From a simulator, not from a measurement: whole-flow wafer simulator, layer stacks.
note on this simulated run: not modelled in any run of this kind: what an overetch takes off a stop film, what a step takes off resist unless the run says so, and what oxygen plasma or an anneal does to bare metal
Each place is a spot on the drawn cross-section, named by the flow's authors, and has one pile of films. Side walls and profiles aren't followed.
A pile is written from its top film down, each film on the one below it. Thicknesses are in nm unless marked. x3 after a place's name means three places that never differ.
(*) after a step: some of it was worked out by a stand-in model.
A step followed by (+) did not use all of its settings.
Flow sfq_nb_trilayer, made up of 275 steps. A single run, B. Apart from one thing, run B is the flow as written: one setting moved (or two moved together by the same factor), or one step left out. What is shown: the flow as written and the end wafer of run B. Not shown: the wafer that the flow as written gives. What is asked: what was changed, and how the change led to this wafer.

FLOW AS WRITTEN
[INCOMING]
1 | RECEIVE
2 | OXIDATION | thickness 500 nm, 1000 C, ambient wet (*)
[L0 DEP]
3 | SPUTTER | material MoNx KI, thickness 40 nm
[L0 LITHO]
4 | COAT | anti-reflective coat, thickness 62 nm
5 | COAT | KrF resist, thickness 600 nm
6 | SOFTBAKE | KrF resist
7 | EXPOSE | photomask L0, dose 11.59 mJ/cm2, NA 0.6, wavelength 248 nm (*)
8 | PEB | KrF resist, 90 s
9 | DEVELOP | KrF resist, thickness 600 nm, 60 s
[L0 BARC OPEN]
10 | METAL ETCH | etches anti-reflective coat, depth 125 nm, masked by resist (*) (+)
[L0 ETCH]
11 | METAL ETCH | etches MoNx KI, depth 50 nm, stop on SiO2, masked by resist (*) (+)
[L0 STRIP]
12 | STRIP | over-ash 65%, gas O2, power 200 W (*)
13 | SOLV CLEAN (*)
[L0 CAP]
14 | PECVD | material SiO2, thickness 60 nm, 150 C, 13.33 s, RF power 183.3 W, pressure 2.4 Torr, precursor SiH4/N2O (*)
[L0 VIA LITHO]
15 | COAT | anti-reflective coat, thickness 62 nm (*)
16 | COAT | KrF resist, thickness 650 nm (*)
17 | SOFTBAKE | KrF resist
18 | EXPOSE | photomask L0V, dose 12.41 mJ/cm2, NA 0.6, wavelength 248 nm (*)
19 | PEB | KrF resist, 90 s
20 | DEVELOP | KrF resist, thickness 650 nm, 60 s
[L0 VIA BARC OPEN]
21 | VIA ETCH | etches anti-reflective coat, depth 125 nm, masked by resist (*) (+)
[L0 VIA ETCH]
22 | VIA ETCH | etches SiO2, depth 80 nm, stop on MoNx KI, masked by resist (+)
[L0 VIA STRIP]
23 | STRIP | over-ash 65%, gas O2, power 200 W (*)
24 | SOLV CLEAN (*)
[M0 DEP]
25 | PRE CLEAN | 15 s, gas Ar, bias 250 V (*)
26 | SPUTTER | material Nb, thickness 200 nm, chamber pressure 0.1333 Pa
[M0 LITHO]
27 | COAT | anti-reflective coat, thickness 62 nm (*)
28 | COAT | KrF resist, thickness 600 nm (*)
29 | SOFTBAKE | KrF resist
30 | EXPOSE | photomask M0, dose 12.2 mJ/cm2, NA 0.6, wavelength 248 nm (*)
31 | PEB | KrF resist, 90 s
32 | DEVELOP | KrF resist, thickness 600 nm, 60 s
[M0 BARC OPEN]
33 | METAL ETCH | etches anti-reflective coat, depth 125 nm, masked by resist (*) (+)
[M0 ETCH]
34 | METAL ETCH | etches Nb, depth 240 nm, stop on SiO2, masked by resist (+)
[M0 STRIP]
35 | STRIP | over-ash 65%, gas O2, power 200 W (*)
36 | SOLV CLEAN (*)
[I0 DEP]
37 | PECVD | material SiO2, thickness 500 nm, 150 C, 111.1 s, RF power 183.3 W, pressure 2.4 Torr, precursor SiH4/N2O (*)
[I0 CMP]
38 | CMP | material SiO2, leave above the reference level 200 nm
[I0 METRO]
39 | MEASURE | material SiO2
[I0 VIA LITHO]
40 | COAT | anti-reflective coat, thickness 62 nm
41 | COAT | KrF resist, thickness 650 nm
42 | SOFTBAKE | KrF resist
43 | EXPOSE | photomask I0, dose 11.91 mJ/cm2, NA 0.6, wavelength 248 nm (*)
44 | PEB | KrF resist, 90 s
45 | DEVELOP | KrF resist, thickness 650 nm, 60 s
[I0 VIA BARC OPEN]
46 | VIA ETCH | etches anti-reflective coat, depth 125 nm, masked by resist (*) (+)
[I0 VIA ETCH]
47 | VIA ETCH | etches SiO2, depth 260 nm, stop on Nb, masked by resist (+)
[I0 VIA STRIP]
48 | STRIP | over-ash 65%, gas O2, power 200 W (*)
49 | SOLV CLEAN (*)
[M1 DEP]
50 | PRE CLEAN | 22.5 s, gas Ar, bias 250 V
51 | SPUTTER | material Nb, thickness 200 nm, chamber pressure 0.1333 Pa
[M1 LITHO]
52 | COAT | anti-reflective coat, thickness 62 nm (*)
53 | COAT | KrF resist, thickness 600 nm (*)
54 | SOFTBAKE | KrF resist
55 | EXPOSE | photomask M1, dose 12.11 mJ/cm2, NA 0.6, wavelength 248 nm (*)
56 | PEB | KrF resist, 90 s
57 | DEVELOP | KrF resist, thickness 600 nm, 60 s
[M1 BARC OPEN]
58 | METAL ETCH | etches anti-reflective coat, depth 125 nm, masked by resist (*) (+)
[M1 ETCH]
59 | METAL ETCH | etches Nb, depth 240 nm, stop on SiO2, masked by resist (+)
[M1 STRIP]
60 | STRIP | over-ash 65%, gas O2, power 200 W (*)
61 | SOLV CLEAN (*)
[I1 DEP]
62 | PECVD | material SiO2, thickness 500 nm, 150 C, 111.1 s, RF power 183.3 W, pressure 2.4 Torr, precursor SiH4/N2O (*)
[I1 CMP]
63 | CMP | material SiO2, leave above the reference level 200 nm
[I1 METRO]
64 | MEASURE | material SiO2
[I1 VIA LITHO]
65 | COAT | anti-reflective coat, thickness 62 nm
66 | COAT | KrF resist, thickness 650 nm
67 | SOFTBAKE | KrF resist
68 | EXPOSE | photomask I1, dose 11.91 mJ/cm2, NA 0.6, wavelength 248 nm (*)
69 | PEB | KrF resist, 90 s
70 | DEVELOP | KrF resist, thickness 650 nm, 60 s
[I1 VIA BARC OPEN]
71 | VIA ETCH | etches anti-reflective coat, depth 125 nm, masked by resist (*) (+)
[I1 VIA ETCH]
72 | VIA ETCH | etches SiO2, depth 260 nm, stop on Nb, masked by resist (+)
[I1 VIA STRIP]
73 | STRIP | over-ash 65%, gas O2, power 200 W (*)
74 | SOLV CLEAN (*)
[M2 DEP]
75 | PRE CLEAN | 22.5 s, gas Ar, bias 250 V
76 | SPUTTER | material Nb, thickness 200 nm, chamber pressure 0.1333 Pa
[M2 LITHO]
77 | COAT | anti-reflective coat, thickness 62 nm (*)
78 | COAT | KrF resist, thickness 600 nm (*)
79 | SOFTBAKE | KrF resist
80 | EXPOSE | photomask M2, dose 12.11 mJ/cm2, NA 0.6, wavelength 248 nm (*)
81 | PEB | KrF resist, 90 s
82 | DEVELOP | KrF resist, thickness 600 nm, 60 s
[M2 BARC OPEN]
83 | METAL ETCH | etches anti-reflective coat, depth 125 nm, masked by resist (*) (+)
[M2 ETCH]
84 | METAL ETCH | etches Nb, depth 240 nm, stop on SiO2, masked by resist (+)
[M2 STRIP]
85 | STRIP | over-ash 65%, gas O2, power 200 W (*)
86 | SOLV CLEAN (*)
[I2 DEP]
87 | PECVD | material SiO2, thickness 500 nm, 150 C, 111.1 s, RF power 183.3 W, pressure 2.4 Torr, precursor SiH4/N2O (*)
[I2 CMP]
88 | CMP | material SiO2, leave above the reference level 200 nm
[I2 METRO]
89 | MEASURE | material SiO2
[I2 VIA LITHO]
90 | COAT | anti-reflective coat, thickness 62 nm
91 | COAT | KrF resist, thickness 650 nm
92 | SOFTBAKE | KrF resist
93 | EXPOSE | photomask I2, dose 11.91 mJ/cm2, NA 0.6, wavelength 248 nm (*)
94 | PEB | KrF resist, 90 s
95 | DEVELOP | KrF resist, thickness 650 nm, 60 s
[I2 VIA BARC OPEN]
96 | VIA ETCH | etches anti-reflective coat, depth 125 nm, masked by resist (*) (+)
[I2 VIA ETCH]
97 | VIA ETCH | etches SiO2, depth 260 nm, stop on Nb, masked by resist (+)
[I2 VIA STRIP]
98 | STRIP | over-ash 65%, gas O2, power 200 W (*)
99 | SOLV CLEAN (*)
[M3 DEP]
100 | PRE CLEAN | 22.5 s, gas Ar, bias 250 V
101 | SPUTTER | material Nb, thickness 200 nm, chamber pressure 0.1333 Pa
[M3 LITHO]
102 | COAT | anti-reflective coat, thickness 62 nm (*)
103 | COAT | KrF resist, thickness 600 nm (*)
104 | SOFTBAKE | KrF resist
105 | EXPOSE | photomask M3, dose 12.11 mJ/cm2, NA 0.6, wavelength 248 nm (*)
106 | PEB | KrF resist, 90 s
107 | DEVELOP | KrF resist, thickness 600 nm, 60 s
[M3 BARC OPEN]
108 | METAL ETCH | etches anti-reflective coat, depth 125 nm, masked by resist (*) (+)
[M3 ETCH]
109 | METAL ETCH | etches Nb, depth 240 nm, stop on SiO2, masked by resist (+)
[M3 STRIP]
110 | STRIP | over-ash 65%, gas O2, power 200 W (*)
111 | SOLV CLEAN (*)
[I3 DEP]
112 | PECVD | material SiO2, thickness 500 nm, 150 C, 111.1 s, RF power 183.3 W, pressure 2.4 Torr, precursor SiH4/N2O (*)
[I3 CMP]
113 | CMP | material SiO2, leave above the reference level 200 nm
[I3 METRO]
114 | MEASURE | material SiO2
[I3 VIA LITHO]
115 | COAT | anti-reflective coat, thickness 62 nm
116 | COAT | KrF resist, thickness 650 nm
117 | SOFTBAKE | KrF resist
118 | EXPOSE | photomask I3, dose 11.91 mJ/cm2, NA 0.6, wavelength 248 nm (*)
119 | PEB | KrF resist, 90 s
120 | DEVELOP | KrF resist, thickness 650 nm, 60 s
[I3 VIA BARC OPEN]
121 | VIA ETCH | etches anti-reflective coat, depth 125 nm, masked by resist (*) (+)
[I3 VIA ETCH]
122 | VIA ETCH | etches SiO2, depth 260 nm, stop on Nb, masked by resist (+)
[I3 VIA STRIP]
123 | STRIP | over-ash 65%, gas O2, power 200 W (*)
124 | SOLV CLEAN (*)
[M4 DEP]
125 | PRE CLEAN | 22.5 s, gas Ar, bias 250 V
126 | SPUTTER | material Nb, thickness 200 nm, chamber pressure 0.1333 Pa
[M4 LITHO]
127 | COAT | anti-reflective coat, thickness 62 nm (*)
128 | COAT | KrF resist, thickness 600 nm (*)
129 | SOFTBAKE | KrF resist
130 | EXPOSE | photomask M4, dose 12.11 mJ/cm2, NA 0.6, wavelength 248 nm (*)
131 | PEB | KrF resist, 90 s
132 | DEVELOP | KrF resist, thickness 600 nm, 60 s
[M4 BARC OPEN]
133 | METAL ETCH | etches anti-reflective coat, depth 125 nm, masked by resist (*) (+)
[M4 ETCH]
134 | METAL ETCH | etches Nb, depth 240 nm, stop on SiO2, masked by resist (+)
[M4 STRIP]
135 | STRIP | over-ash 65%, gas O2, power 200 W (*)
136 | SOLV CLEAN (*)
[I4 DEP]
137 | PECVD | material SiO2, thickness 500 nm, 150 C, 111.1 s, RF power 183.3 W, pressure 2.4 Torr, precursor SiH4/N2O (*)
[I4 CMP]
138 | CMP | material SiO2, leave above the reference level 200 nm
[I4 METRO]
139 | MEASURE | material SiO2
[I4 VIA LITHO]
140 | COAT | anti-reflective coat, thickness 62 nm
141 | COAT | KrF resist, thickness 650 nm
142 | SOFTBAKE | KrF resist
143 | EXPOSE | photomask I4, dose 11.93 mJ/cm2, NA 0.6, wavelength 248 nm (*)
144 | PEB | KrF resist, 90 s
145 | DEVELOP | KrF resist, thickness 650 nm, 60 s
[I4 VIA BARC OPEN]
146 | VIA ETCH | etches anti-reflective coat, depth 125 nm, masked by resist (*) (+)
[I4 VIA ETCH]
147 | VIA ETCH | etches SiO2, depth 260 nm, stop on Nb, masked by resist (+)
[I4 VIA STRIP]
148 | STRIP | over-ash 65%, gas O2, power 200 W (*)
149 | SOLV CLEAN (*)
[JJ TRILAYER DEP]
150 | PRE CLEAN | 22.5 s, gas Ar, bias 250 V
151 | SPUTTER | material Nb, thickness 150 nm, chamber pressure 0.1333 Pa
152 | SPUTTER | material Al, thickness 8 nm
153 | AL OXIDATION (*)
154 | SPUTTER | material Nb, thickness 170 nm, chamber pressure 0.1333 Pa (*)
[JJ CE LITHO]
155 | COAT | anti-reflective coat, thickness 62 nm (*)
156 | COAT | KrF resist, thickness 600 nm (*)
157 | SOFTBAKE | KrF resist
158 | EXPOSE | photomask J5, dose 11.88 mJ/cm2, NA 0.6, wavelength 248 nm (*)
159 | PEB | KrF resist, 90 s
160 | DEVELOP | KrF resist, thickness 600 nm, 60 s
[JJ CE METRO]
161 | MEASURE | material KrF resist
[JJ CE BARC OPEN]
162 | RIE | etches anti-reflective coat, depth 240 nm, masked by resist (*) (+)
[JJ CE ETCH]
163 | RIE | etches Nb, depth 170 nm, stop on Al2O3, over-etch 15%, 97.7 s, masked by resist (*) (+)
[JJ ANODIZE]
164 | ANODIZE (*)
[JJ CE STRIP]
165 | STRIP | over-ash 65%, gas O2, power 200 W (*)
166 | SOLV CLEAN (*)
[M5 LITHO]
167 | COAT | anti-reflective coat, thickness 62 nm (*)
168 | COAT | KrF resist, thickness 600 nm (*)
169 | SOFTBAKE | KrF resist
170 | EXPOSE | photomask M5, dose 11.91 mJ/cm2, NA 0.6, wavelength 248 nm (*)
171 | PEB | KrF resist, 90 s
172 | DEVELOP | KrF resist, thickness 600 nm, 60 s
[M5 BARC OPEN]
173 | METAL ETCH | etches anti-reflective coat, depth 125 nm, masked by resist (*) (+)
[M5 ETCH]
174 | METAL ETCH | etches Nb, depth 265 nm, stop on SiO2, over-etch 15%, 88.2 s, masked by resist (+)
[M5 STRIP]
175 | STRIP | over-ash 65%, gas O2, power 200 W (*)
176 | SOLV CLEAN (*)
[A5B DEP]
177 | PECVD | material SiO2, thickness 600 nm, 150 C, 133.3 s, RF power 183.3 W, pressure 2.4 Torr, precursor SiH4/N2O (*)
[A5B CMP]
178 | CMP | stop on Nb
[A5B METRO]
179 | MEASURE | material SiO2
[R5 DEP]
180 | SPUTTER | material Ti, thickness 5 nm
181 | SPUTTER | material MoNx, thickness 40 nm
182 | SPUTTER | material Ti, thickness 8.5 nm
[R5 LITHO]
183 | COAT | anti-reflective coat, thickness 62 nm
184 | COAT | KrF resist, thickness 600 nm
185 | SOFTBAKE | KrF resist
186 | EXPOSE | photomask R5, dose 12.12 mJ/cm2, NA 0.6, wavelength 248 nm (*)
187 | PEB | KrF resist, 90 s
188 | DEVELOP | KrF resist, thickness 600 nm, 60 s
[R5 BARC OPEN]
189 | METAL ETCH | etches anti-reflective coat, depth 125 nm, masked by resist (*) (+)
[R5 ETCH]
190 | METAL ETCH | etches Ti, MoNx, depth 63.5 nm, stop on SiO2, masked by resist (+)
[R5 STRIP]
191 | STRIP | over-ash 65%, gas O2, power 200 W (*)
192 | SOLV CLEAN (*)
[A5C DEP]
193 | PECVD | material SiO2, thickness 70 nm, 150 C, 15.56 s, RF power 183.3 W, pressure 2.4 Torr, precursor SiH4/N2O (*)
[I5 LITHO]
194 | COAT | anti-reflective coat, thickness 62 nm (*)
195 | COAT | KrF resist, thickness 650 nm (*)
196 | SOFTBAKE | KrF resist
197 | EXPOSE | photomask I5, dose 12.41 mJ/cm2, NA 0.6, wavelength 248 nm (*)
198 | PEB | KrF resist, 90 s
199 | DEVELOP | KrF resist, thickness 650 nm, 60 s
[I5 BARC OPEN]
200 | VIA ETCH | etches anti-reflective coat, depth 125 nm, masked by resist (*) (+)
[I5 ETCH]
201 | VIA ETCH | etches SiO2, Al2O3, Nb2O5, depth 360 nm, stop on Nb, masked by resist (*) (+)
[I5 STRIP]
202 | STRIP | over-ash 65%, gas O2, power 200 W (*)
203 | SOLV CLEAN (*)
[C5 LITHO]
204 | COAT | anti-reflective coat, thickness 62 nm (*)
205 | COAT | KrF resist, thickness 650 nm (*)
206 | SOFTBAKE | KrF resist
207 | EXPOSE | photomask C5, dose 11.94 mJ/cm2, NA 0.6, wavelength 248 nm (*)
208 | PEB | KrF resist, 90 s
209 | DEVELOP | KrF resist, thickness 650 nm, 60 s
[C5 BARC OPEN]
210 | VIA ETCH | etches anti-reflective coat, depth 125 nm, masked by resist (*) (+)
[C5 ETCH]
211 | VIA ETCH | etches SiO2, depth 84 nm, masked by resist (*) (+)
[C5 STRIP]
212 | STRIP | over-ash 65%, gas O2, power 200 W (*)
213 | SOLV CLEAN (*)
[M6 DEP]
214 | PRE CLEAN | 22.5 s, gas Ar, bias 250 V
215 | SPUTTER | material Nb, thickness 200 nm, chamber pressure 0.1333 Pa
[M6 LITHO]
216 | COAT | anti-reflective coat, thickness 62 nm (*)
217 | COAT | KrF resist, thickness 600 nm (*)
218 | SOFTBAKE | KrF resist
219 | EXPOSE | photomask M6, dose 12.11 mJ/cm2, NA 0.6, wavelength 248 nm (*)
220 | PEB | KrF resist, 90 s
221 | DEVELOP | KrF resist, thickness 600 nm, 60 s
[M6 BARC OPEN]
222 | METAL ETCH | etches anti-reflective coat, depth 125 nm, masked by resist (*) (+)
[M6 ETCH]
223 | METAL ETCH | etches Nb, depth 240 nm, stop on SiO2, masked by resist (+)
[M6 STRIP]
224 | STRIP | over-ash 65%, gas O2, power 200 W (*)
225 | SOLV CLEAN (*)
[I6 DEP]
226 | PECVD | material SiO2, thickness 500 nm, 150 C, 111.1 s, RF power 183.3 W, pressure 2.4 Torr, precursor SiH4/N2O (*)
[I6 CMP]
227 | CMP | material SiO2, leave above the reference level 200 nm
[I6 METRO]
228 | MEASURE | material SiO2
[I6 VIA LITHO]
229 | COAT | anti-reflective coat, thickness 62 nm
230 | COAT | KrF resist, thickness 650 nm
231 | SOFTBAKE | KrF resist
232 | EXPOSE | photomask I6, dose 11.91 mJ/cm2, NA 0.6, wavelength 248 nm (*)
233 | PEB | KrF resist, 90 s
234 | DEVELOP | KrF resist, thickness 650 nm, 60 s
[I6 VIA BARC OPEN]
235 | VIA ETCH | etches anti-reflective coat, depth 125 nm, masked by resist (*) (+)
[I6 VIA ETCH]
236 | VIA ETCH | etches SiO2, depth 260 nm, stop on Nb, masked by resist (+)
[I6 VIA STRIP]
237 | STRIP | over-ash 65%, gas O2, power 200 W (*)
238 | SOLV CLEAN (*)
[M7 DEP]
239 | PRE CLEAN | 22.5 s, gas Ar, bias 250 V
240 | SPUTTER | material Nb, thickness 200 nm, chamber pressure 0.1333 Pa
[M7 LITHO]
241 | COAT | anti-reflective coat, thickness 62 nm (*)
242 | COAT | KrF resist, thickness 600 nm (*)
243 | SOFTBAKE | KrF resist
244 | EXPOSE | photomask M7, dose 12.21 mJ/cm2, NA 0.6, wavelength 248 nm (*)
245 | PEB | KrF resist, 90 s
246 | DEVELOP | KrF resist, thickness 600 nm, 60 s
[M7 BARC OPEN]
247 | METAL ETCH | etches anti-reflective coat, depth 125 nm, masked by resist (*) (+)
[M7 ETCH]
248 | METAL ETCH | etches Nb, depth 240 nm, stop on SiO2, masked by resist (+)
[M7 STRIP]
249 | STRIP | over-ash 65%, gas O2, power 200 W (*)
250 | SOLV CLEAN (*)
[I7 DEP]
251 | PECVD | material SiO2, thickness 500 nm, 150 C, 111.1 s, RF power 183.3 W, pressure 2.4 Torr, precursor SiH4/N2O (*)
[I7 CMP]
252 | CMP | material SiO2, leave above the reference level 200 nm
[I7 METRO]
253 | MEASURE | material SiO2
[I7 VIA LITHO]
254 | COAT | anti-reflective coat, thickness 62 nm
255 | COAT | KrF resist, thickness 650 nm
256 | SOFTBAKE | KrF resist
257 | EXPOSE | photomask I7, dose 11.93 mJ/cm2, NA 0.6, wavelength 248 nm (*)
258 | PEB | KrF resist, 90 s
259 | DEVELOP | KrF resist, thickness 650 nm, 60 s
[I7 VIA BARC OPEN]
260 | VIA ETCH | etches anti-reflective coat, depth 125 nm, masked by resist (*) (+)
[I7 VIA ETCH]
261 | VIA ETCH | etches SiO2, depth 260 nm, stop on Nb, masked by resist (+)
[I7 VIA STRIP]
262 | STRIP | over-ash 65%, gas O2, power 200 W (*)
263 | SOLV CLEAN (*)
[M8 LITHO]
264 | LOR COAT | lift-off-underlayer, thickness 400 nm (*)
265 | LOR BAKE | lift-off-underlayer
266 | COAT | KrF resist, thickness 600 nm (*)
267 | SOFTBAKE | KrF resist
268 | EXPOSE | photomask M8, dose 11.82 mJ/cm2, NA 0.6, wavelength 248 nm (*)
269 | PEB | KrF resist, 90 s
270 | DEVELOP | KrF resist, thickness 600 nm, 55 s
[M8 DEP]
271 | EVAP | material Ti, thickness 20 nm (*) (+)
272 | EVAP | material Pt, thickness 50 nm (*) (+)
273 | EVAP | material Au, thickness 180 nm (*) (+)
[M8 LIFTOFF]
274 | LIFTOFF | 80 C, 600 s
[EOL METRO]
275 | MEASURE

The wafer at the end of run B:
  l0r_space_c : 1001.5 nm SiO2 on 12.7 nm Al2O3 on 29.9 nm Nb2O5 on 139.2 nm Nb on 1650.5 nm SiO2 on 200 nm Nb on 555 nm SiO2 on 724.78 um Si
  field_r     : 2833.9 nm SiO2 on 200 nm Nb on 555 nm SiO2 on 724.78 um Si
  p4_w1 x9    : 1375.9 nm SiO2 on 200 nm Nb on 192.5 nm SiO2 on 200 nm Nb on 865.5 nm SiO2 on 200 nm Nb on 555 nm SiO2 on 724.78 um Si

The reason: step 38, CMP: leave above the reference level 88 nm was run, though the flow has leave above the reference level 200 nm.

The path from the change to this, step by step:
  38 | CMP | material SiO2, leave above the reference level 200 nm
      v_sur, via_wl, via_w and 94 more: -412 SiO2 (as written it would have been: -300 SiO2)
      field_l, l0_sur, l0r_line_l, l0r_line_c, l0r_line_r: -452 SiO2 (as written it would have been: -340 SiO2)
      (and at 4 other places as well)
  47 | VIA ETCH | etches SiO2, depth 260 nm, stop on Nb, masked by resist (+)
      field_l, v_sur, via_wl and 102 more: -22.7 KrF resist (as written it would have been: -44.8 KrF resist)
      via_w: -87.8 SiO2 (all of it) (as written it would have been: -199.8 SiO2 (all of it))
  48 | STRIP | over-ash 65%, gas O2, power 200 W (*)
      field_l, v_sur, via_wl and 102 more: -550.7 KrF resist (all of it), -62 anti-reflective coat (all of it) (as written it would have been: -528.6 KrF resist (all of it), -62 anti-reflective coat (all of it))
  51 | SPUTTER | material Nb, thickness 200 nm, chamber pressure 0.1333 Pa
      via_w: +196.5 Nb (as written it would have been: +174.5 Nb)
  52 | COAT | anti-reflective coat, thickness 62 nm (*)
      v_sur: +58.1 anti-reflective coat (new film) (as written it would have been: +61.1 anti-reflective coat (new film))
      via_wl: +39.5 anti-reflective coat (new film) (as written it would have been: +33.8 anti-reflective coat (new film))
      (and at 2 other places as well)
  53 | COAT | KrF resist, thickness 600 nm (*)
      v_sur: +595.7 KrF resist (new film) (as written it would have been: +583.4 KrF resist (new film))
      via_w: +641.8 KrF resist (new film) (as written it would have been: +731.8 KrF resist (new film))
  60 | STRIP | over-ash 65%, gas O2, power 200 W (*)
      v_sur: -378.1 KrF resist (all of it), -58.1 anti-reflective coat (all of it) (as written it would have been: -365.9 KrF resist (all of it), -61.1 anti-reflective coat (all of it))
      via_wl: -393.5 KrF resist (all of it), -39.5 anti-reflective coat (all of it) (as written it would have been: -385.5 KrF resist (all of it), -33.8 anti-reflective coat (all of it))
      (and at 3 other places as well)
  62 | PECVD | material SiO2, thickness 500 nm, 150 C, 111.1 s, RF power 183.3 W, pressure 2.4 Torr, precursor SiH4/N2O (*)
      via_w: +500 SiO2 (new film) (as written it would have been: +606 SiO2 (new film))
  63 | CMP | material SiO2, leave above the reference level 200 nm
      via_w: -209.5 SiO2 (as written it would have been: -181.6 SiO2)
